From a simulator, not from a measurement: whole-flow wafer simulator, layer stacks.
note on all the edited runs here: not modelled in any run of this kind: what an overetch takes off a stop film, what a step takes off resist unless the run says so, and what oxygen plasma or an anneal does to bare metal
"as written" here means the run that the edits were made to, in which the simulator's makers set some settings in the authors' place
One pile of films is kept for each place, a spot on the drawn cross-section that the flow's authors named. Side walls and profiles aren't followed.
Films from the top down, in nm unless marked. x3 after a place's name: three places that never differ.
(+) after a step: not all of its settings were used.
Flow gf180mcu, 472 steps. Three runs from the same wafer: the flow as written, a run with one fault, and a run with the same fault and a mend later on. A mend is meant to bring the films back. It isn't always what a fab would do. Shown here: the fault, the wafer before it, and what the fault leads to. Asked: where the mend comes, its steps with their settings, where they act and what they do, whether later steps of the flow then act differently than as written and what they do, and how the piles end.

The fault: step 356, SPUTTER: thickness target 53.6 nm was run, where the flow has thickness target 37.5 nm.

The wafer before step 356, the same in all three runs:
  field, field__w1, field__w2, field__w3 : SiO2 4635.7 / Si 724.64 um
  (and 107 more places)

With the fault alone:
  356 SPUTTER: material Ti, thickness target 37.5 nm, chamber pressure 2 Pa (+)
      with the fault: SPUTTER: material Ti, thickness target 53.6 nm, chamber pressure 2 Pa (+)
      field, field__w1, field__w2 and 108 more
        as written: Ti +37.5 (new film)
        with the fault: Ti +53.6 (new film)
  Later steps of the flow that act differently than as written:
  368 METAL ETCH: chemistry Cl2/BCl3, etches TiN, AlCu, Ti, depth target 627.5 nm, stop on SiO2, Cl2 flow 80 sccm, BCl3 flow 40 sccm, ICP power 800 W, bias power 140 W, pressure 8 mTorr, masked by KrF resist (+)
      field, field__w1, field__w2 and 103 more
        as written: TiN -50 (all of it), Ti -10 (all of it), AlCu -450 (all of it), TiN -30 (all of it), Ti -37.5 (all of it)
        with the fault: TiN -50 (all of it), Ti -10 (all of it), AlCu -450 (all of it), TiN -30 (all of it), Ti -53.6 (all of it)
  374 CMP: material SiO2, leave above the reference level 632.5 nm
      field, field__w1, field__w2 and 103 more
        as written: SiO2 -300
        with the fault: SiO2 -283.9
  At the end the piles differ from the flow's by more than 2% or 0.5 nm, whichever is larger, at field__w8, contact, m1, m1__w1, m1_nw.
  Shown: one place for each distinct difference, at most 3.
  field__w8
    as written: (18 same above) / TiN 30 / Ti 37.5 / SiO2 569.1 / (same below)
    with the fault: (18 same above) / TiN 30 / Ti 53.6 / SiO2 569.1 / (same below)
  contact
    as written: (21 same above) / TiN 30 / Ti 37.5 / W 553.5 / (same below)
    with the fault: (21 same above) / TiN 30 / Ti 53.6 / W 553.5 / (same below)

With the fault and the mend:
  The mend comes after step 356.
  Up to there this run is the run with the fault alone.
  356a METAL ETCH: chemistry Cl2/BCl3, etches TiN, AlCu, Ti, depth target 16.1 nm, Cl2 flow 80 sccm, BCl3 flow 40 sccm, ICP power 800 W, bias power 140 W, pressure 8 mTorr (the flow's step 260 once more, with other settings)
      field, field__w1, field__w2 and 108 more
        Ti -16.1
  No later step of the flow acts differently than as written at any place that is followed.
  At the end the piles are the same as the flow's at every place that both follow.
